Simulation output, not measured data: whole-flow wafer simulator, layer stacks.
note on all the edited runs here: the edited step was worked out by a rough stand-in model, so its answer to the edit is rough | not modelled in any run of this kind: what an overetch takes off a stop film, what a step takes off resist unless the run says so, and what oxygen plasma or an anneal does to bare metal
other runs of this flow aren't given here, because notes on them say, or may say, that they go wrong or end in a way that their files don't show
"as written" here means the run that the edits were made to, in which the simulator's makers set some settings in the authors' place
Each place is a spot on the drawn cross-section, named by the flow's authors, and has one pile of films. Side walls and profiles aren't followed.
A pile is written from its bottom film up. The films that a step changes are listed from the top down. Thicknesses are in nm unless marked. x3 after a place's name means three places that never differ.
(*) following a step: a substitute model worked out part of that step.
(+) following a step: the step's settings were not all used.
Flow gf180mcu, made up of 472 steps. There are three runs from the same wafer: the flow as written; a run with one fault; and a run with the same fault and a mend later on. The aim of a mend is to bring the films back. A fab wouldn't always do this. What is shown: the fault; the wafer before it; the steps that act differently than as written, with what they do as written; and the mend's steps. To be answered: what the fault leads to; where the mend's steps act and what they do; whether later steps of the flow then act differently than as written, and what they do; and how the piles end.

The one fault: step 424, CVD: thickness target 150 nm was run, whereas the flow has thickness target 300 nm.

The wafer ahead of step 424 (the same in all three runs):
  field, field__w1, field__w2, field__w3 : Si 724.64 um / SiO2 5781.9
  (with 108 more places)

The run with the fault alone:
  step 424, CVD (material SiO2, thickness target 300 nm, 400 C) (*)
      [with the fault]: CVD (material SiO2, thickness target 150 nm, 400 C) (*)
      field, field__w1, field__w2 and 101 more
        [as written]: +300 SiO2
        [with the fault]: +150 SiO2
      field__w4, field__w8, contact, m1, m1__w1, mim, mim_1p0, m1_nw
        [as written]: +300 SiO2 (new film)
        [with the fault]: +150 SiO2 (new film)
  Later steps of the flow acting differently than as written (not shown: 1 more step that differs only slightly, by at most 2% or 0.5 nm, whichever is larger):
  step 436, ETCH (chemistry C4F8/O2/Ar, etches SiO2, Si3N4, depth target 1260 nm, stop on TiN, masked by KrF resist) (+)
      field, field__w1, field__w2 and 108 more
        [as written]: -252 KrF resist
        [with the fault]: -216.4 KrF resist
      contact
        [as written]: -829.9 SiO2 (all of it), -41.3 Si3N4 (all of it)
        [with the fault]: -679.9 SiO2 (all of it), -41.3 Si3N4 (all of it)
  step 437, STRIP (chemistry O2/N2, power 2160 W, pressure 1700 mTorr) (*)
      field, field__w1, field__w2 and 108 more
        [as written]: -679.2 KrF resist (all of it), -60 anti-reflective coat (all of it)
        [with the fault]: -714.8 KrF resist (all of it), -60 anti-reflective coat (all of it)
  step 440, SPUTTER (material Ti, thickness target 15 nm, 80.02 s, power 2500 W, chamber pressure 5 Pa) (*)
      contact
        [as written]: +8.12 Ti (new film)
        [with the fault]: +8.85 Ti (new film)
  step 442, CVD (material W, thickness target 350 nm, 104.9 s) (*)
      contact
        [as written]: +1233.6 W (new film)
        [with the fault]: +1082.4 W (new film)
  At field__w4, field__w8, contact and 10 more, the piles at the end differ from the flow's by more than 2% or 0.5 nm, whichever is larger.
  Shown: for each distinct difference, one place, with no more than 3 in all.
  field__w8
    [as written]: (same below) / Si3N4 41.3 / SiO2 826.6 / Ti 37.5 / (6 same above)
    [with the fault]: (same below) / Si3N4 41.3 / SiO2 676.6 / Ti 37.5 / (6 same above)
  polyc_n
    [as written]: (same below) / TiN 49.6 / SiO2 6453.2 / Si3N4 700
    [with the fault]: (same below) / TiN 49.6 / SiO2 6303.2 / Si3N4 700
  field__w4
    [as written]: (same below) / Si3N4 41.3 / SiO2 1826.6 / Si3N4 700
    [with the fault]: (same below) / Si3N4 41.3 / SiO2 1676.6 / Si3N4 700

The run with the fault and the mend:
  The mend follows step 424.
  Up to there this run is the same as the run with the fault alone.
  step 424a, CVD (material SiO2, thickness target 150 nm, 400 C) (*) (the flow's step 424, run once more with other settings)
      field, field__w1, field__w2 and 109 more
        +150 SiO2
  Every later step of the flow that is run acts as written at every place that is followed.
  At every place that both follow, the piles at the end match the flow's.
